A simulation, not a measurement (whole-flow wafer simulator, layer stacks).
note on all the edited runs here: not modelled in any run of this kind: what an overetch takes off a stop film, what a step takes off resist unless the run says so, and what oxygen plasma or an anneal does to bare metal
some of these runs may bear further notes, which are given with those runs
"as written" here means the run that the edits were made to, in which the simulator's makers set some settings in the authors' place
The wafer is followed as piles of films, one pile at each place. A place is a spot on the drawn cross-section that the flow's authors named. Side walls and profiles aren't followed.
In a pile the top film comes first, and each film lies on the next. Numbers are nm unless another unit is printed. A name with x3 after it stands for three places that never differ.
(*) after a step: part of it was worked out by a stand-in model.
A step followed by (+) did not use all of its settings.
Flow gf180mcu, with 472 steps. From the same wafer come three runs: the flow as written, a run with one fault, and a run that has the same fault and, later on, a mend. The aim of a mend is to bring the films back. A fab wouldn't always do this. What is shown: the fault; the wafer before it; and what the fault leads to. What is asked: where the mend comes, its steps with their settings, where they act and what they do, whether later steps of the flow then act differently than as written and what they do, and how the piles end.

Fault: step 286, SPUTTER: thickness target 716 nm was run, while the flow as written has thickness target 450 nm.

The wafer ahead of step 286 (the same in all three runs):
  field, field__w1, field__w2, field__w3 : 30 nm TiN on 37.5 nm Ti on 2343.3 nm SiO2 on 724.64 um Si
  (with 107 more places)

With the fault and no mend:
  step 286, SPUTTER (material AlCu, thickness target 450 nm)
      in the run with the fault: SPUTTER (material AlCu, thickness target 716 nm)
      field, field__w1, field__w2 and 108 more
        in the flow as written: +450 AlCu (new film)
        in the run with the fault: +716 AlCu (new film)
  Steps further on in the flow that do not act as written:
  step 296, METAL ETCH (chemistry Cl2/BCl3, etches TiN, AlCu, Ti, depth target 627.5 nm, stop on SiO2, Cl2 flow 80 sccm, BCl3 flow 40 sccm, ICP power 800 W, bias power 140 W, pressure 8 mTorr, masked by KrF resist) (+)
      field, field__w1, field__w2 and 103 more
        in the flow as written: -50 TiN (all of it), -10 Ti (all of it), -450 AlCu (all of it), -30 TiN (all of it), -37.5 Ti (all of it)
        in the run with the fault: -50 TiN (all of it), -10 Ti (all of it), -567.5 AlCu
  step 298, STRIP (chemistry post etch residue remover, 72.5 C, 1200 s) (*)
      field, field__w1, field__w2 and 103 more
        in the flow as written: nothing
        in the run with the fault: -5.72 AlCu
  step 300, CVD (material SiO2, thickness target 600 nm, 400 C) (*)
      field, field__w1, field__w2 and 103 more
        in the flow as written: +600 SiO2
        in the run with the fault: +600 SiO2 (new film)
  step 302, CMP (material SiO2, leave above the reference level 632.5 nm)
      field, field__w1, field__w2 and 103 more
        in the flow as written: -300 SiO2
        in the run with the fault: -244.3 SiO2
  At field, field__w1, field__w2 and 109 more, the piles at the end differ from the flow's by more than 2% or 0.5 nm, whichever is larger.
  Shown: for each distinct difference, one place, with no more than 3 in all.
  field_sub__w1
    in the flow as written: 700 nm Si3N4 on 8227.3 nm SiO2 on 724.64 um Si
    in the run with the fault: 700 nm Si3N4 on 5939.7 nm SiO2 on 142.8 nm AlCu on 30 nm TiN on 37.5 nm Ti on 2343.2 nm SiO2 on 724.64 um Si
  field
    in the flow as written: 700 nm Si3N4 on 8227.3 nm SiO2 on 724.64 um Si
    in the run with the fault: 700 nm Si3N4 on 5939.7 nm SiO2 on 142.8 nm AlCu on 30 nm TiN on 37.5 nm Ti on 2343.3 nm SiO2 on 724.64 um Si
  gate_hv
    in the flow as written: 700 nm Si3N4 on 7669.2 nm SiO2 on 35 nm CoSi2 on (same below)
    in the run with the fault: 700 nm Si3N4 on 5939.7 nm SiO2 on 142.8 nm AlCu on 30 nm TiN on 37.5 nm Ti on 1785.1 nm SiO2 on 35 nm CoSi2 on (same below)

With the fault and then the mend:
  The mend follows step 286.
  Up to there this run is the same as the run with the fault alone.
  step 286a, METAL ETCH (chemistry Cl2/BCl3, etches TiN, AlCu, Ti, depth target 266 nm, Cl2 flow 80 sccm, BCl3 flow 40 sccm, ICP power 800 W, bias power 140 W, pressure 8 mTorr) (the flow's step 260, run once more with other settings)
      field, field__w1, field__w2 and 108 more
        -266 AlCu
  Later steps of the flow that are run all act as written at every place that is followed.
  The piles end the same as the flow's at every place that both follow.
